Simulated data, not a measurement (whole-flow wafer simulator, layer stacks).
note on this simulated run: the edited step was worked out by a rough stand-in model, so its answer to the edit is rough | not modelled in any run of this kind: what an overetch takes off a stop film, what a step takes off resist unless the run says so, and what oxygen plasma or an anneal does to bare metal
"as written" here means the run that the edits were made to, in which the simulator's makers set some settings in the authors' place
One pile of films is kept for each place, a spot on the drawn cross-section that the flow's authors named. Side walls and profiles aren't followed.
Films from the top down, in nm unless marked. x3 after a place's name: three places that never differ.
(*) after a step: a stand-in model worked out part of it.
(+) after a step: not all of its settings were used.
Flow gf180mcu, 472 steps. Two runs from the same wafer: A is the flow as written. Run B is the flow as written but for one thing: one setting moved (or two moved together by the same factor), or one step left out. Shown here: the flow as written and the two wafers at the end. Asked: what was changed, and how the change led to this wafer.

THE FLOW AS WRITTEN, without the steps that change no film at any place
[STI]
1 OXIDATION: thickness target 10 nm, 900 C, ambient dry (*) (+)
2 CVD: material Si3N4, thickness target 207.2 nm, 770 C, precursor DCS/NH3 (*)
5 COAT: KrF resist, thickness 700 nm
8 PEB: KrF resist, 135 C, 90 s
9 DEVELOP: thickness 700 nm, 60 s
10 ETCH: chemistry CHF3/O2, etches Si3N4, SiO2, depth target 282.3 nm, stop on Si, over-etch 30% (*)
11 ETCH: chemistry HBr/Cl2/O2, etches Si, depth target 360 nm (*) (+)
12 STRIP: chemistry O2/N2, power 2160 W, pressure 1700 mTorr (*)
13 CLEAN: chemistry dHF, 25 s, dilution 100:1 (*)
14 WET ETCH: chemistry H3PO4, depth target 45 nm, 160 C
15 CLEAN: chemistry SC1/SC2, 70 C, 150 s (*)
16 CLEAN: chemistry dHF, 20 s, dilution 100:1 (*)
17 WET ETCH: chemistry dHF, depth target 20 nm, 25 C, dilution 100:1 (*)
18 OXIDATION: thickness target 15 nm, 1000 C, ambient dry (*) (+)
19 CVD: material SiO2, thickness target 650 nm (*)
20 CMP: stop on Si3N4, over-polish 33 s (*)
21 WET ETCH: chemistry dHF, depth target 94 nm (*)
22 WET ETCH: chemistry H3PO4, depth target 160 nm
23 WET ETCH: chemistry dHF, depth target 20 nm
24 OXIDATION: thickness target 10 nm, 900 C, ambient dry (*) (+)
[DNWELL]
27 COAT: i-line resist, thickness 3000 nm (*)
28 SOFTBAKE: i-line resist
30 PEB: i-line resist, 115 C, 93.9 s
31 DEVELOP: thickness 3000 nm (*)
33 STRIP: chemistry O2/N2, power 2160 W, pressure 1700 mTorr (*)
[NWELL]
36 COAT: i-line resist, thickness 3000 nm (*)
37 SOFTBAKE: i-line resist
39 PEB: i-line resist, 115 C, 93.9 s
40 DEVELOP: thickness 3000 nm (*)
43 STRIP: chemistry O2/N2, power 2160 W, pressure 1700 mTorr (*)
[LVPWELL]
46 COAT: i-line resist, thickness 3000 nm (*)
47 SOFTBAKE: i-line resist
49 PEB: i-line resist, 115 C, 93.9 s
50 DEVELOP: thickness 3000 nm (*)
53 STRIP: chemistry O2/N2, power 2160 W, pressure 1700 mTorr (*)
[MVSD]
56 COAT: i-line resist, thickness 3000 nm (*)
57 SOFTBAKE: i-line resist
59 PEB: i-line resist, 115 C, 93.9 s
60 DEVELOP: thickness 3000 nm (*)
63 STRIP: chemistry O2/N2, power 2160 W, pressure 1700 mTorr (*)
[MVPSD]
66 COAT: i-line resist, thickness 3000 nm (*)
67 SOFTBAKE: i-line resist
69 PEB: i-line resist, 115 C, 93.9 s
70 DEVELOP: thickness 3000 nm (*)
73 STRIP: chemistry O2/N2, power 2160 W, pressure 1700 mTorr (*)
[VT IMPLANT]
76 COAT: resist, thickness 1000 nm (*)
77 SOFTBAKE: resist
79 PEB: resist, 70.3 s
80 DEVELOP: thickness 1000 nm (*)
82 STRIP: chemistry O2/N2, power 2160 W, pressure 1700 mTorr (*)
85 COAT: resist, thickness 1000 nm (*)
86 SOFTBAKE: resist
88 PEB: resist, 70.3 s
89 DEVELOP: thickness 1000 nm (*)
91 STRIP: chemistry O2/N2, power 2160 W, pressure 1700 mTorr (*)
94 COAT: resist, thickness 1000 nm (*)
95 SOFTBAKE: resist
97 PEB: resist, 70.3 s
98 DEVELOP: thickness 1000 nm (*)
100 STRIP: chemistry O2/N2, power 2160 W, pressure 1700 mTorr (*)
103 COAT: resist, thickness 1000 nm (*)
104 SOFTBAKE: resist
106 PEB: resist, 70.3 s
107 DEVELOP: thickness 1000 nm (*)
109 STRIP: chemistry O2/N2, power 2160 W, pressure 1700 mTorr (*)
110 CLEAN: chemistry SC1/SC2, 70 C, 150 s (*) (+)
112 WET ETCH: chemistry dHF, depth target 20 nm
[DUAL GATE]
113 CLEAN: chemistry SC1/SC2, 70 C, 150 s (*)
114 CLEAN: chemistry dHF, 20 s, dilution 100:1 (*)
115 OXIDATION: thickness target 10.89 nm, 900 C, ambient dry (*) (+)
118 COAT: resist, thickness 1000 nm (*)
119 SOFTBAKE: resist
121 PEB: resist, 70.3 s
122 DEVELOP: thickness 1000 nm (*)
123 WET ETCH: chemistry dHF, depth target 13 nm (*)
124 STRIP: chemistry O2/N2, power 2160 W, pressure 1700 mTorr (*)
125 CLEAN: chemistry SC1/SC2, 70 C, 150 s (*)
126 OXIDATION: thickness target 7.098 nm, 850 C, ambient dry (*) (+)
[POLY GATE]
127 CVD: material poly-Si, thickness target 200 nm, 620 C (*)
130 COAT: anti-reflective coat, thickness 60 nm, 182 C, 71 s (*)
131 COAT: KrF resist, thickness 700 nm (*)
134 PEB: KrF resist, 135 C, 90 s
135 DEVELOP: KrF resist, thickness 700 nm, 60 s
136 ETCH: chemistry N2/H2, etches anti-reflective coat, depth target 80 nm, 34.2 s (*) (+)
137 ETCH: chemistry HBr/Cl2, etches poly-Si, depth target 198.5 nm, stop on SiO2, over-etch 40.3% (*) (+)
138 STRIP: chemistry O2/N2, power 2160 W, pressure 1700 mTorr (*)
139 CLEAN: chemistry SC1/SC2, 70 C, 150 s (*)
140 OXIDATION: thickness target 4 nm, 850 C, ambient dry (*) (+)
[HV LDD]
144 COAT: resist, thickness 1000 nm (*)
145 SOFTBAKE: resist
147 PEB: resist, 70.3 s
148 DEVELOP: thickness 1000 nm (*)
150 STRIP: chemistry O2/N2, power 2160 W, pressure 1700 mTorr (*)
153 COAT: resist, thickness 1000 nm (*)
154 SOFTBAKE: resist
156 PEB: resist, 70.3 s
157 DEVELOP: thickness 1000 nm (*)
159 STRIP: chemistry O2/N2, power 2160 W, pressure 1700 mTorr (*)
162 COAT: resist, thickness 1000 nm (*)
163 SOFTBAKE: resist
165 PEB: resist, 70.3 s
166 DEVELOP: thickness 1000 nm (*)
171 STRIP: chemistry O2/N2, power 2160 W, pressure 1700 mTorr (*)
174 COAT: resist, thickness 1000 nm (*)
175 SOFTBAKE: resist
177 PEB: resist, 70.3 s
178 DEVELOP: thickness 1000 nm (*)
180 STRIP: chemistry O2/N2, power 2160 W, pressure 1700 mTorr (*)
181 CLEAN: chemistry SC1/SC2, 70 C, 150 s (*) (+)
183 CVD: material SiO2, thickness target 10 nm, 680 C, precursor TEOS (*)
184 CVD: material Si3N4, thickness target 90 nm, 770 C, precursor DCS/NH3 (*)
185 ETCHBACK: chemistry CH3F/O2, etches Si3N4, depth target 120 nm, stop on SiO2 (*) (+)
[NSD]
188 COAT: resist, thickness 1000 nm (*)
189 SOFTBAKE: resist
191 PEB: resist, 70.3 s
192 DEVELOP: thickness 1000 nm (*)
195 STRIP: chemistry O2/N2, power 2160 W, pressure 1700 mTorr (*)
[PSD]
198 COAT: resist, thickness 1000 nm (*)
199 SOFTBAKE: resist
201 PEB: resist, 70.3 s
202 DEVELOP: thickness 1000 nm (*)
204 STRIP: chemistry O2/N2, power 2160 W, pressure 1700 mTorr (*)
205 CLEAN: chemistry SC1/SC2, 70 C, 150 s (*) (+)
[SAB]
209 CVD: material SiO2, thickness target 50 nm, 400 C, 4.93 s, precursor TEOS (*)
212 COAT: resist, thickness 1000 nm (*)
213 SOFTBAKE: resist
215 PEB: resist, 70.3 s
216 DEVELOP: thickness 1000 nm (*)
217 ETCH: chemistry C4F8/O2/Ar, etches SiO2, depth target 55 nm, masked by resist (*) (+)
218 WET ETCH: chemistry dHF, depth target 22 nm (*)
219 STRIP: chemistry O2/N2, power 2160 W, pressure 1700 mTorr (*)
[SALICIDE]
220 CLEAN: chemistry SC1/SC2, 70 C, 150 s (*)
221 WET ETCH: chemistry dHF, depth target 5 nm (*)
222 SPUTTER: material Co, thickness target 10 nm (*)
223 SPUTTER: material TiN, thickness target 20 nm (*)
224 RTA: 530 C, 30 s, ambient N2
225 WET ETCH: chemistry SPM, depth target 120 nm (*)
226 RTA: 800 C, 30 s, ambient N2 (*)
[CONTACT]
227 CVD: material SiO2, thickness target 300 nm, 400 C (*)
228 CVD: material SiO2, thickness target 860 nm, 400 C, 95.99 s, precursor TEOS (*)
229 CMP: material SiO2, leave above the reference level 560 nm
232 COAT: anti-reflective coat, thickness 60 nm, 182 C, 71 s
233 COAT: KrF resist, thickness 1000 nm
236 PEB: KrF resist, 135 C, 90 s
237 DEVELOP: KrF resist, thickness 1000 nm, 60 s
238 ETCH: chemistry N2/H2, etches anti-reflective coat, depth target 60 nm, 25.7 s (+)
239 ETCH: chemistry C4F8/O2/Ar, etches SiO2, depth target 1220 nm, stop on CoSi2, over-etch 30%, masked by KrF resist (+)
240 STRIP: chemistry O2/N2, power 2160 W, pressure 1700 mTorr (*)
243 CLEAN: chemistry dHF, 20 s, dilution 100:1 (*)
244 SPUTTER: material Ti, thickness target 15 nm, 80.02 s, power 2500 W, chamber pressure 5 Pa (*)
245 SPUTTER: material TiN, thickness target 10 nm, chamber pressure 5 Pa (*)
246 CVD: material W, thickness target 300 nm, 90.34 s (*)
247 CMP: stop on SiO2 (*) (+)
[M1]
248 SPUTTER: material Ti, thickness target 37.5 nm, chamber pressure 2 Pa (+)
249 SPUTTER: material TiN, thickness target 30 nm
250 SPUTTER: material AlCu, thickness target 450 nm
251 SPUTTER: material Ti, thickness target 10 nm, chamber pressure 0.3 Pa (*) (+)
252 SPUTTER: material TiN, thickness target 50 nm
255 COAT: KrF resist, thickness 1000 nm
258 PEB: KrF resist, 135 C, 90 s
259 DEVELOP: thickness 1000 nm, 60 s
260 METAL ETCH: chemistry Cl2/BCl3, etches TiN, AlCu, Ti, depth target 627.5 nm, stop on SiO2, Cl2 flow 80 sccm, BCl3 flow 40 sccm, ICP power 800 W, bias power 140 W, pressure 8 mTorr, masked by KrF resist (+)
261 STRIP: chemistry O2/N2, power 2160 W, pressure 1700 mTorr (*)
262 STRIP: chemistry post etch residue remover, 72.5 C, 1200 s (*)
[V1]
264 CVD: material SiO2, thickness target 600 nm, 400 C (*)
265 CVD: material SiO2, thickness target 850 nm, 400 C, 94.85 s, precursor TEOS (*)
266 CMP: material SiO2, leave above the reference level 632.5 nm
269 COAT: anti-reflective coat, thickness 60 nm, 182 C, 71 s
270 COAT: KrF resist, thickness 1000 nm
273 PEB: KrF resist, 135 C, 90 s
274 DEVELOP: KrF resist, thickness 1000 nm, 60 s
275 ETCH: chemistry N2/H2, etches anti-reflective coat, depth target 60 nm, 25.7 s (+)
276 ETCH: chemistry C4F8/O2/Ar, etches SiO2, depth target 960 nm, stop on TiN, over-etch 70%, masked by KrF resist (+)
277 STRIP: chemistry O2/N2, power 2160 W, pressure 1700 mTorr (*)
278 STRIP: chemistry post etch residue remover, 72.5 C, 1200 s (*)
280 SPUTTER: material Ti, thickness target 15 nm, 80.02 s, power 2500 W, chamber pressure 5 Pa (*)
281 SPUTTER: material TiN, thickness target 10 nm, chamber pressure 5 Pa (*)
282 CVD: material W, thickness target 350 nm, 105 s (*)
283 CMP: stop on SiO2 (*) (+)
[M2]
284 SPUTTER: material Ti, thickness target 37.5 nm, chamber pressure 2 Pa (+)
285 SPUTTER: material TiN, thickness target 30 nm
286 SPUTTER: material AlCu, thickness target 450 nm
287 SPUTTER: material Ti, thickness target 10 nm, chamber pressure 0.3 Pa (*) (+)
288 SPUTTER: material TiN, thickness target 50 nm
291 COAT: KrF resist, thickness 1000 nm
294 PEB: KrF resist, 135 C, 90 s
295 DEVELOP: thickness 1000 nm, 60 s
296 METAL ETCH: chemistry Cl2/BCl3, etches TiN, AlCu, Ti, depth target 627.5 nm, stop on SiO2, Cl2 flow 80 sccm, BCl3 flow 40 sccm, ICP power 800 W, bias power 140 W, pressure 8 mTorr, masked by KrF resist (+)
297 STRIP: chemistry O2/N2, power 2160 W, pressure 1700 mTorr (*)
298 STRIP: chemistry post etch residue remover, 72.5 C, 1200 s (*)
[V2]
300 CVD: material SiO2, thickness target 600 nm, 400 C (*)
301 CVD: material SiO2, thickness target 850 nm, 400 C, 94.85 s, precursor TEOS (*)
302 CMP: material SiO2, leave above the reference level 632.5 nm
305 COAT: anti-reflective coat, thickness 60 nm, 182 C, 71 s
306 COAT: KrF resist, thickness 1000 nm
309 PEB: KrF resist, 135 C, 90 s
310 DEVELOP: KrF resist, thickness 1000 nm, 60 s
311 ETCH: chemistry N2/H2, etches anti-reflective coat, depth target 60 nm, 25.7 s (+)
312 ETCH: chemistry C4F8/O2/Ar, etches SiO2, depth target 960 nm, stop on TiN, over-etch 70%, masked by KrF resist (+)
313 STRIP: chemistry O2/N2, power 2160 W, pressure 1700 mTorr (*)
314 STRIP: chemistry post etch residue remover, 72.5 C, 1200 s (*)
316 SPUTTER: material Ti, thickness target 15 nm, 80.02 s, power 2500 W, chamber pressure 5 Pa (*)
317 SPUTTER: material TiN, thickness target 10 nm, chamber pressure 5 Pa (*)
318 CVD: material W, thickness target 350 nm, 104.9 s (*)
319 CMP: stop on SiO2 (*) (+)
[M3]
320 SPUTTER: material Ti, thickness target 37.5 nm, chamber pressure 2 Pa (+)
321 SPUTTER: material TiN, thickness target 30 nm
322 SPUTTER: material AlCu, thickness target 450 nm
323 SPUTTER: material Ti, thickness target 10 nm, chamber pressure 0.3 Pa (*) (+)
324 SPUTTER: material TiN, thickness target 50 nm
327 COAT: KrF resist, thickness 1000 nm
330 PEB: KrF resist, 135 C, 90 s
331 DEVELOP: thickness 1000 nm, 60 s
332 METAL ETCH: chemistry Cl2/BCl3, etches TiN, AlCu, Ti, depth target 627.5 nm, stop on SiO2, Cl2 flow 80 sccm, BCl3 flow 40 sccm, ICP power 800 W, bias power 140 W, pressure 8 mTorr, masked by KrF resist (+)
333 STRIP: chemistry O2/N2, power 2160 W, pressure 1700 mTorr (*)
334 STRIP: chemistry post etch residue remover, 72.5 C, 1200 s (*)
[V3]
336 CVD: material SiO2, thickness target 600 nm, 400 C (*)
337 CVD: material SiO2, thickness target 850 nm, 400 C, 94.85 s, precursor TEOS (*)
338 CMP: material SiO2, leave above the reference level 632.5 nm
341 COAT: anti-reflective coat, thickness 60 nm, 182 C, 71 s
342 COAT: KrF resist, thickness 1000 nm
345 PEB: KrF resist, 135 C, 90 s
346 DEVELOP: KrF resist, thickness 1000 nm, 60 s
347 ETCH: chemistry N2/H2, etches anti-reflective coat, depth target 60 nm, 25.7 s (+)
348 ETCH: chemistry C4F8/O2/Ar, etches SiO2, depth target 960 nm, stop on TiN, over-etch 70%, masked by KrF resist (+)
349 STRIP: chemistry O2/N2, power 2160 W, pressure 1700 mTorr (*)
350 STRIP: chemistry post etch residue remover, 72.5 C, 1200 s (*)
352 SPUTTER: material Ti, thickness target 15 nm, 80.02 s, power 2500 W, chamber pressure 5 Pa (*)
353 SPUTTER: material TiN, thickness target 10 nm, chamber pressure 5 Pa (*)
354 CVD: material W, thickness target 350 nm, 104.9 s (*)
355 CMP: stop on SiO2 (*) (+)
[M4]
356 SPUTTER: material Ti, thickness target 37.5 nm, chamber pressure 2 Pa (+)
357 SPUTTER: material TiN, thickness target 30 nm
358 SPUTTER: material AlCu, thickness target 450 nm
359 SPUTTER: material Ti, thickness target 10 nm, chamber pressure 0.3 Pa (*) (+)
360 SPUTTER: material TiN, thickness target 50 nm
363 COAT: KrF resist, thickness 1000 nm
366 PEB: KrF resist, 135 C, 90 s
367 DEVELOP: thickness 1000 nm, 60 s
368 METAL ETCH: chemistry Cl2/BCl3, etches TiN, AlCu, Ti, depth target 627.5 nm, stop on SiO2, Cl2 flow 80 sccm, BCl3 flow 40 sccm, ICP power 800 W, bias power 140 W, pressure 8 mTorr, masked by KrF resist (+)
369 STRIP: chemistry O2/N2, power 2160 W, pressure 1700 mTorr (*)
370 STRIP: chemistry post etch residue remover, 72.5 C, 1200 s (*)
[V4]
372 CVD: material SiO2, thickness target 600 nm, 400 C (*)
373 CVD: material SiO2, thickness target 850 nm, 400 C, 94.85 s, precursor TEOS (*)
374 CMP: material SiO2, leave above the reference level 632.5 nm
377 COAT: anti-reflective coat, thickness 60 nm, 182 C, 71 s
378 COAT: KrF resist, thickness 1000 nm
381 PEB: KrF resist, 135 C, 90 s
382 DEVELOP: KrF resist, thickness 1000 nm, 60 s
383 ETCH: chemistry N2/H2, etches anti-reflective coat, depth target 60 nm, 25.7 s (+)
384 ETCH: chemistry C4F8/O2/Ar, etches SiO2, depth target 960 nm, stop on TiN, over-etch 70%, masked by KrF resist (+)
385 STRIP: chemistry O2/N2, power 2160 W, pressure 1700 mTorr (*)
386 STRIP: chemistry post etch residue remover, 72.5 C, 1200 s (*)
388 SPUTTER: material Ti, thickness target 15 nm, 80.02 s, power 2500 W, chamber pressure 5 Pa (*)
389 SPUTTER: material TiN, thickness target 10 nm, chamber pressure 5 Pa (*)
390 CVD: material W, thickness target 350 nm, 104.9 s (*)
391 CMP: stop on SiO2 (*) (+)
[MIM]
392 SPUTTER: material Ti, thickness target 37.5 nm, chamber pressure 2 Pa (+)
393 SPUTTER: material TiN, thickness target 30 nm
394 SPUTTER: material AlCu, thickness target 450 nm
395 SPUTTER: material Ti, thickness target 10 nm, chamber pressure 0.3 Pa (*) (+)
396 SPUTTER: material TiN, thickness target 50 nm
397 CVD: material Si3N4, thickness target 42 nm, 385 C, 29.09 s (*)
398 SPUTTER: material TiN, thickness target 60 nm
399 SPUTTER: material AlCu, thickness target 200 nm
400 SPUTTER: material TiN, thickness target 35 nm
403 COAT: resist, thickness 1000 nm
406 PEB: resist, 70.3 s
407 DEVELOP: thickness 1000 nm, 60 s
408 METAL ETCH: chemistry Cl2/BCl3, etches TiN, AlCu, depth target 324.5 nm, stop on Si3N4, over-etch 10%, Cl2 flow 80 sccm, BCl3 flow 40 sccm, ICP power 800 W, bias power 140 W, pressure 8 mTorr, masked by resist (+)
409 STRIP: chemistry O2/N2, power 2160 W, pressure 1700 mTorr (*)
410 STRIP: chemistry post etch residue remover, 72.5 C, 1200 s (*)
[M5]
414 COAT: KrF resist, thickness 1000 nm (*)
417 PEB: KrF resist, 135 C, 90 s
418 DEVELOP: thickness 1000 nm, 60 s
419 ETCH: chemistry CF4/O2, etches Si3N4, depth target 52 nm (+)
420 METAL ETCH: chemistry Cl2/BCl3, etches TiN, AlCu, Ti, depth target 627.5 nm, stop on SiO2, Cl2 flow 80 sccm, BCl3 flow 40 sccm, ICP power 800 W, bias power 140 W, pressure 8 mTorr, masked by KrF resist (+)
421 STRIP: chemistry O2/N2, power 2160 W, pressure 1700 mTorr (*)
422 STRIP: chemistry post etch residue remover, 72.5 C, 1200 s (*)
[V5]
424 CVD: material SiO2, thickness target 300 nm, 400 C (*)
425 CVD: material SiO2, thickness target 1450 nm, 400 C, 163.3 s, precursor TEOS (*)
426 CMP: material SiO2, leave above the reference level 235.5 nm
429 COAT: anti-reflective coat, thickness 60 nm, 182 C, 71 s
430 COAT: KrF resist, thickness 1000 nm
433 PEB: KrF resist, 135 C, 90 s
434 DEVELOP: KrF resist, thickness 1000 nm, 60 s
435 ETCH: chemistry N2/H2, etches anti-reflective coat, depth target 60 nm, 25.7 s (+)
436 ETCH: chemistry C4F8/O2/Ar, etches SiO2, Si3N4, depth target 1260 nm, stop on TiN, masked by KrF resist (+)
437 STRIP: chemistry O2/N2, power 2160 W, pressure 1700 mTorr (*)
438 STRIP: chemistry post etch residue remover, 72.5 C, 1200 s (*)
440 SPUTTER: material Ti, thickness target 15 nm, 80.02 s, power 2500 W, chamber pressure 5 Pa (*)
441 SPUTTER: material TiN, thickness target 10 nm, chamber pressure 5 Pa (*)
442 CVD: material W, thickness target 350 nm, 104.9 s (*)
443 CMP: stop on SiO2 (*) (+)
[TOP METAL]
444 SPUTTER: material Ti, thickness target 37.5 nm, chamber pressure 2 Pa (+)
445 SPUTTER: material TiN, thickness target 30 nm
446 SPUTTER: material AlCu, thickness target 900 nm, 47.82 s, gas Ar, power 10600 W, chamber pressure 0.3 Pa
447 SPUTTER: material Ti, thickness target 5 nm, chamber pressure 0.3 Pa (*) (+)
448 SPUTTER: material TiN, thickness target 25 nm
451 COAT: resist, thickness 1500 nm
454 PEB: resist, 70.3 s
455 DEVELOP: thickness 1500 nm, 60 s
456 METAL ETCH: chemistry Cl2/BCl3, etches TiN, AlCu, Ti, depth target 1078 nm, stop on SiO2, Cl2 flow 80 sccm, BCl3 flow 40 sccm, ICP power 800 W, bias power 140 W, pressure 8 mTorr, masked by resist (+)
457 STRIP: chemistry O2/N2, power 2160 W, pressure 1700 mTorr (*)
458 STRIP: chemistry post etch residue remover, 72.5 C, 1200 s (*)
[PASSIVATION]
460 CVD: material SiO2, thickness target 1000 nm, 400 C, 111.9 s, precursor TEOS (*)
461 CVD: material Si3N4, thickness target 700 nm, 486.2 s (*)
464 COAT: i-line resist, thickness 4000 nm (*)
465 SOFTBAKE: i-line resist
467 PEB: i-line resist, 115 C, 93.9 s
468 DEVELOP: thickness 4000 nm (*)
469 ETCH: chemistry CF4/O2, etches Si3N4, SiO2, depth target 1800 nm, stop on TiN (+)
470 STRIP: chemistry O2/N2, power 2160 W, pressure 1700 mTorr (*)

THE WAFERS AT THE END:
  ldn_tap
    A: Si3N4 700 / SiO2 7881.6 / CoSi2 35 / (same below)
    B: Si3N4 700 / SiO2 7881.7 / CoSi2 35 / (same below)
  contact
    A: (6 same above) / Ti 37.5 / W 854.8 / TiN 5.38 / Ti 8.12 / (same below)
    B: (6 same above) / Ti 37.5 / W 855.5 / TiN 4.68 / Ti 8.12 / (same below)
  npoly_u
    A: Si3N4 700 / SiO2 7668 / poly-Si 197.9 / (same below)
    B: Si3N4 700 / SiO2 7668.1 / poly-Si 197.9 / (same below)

The cause: step 441, SPUTTER: thickness target 8.7 nm was run, where the flow has thickness target 10 nm.

How the change led to this, step by step:
  441 SPUTTER: material TiN, thickness target 10 nm, chamber pressure 5 Pa (*)
      field, field__w1, field__w2 and 108 more: A TiN +10 (new film) | B TiN +8.7 (new film)
      contact: A TiN +5.38 (new film) | B TiN +4.68 (new film)
  443 CMP: stop on SiO2 (*) (+)
      field, field__w1, field__w2 and 108 more: A W -350 (all of it), TiN -10 (all of it), Ti -15 (all of it), SiO2 -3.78 | B W -350 (all of it), TiN -8.7 (all of it), Ti -15 (all of it), SiO2 -3.77
